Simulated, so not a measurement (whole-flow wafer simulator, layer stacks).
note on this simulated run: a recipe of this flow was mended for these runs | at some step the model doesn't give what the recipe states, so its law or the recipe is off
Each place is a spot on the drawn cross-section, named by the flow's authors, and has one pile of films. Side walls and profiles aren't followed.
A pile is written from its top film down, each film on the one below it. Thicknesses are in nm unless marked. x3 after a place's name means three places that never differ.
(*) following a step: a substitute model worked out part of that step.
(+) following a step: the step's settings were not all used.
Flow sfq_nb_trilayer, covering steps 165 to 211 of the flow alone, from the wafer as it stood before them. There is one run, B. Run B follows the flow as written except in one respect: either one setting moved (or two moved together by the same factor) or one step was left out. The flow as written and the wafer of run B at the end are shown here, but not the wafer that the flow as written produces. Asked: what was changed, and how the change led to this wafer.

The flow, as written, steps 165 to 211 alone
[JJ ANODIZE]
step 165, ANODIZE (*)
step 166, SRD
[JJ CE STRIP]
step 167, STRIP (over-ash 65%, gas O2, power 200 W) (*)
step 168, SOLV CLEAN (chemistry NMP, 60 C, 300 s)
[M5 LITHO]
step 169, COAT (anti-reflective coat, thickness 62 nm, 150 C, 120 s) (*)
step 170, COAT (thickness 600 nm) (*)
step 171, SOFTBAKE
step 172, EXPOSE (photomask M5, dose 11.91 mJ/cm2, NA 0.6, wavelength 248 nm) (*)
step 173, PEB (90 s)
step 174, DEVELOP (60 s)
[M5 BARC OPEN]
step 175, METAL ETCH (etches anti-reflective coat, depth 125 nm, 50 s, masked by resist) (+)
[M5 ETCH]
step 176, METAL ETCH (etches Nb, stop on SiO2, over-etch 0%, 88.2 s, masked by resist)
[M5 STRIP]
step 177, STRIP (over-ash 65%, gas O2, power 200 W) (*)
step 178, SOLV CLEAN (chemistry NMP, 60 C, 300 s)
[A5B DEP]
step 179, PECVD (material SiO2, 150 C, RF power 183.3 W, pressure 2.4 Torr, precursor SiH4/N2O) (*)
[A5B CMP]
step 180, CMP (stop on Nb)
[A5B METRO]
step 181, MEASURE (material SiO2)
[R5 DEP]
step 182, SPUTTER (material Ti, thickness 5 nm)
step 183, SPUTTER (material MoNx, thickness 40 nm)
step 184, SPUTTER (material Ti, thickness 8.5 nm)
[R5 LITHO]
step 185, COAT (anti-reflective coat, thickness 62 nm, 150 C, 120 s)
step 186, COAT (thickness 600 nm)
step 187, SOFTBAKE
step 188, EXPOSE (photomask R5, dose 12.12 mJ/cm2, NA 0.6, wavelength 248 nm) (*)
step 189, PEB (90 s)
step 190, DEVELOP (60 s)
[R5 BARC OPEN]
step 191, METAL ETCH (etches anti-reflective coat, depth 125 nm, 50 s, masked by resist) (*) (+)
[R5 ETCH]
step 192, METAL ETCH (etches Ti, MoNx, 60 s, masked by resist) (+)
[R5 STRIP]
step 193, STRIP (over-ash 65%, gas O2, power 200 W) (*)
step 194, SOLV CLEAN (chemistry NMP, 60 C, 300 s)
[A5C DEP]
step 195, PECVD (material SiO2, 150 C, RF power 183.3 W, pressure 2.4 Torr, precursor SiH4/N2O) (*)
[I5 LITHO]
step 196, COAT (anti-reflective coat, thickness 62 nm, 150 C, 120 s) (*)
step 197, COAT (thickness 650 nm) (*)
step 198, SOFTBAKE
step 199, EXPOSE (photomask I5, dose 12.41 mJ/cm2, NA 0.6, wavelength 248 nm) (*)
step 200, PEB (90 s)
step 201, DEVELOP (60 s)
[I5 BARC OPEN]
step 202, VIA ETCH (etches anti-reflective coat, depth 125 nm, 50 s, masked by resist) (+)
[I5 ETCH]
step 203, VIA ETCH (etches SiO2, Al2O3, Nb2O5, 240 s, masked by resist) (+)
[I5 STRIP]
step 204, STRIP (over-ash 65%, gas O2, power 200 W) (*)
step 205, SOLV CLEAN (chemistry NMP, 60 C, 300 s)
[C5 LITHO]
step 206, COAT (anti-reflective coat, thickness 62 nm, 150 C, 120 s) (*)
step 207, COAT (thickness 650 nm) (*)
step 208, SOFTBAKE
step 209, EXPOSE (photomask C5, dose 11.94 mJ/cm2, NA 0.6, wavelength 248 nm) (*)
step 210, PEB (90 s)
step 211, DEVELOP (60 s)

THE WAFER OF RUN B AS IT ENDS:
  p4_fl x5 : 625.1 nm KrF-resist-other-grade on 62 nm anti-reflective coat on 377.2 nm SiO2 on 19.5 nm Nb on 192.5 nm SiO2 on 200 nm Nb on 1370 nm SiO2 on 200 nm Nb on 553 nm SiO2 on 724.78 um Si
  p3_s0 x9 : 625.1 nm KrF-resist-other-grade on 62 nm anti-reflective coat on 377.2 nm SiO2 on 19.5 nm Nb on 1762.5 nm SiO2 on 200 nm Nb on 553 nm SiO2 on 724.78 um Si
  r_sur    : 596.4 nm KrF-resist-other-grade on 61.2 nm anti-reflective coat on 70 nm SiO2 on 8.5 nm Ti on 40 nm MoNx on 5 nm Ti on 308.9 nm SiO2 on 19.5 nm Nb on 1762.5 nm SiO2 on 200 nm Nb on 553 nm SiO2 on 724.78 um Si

The reason: step 176, METAL ETCH: 54 s was run, while the flow as written has 88.2 s.

The path from the change to this, step by step:
  step 176, METAL ETCH (etches Nb, stop on SiO2, over-etch 0%, 88.2 s, masked by resist)
      field_l, res, r_end and 47 more: Al2O3 loses 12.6 (all of it), Nb2O5 loses 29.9 (all of it), Nb loses 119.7 (as written it would have been: Al2O3 loses 12.6 (all of it), Nb2O5 loses 29.9 (all of it), Nb loses 139.2 (all of it), SiO2 loses 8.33)
      r_sur, wl_a_m6: Al2O3 loses 12.5 (all of it), Nb2O5 loses 29.9 (all of it), Nb loses 119.8 (as written it would have been: Al2O3 loses 12.5 (all of it), Nb2O5 loses 29.9 (all of it), Nb loses 139.2 (all of it), SiO2 loses 8.33)
      (also at 54 further places)
  step 177, STRIP (over-ash 65%, gas O2, power 200 W) (*)
      l0r_line_l x3, l0r_space_c x19, m0r_space_l x2 and 6 more: KrF-resist-other-grade loses 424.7 (all of it), anti-reflective coat loses 62 (all of it) (as written it would have been: KrF-resist-other-grade loses 373.3 (all of it), anti-reflective coat loses 62 (all of it))
      v_sur: KrF-resist-other-grade loses 417.8 (all of it), anti-reflective coat loses 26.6 (all of it) (as written it would have been: KrF-resist-other-grade loses 366.5 (all of it), anti-reflective coat loses 26.6 (all of it))
      (also at 22 further places)
  step 179, PECVD (material SiO2, 150 C, RF power 183.3 W, pressure 2.4 Torr, precursor SiH4/N2O) (*)
      field_l, lsp_m, ln_m6 and 44 more: SiO2 gains 600 (new film) (as written it would have been: SiO2 gains 600)
      r_sur, res, r_end, moat, field_r, lsp_l: SiO2 gains 600 (new film) (as written it would have been: SiO2 gains 593.1)
  step 180, CMP (stop on Nb)
      field_l, lsp_m, ln_m6 and 44 more: SiO2 loses 291.1 (as written it would have been: SiO2 loses 263.3)
      r_sur, res, r_end, moat, field_r, lsp_l: SiO2 loses 291.1 (as written it would have been: SiO2 loses 256.4)
If metal films that touch count as one body, p4_fl x5 has 3 bodies (between them, from the top down: SiO2 192.5; SiO2 1370); the flow as written gives 2 bodies (between them, from the top down: SiO2 1370).
If metal films that touch count as one body, p3_s0 x9 has 2 bodies (between them, from the top down: SiO2 1762.5); the flow as written gives 1 body.
If metal films that touch count as one body, r_sur has 3 bodies (between them, from the top down: SiO2 308.9; SiO2 1762.5); the flow as written gives 2 bodies (between them, from the top down: SiO2 2090.9).
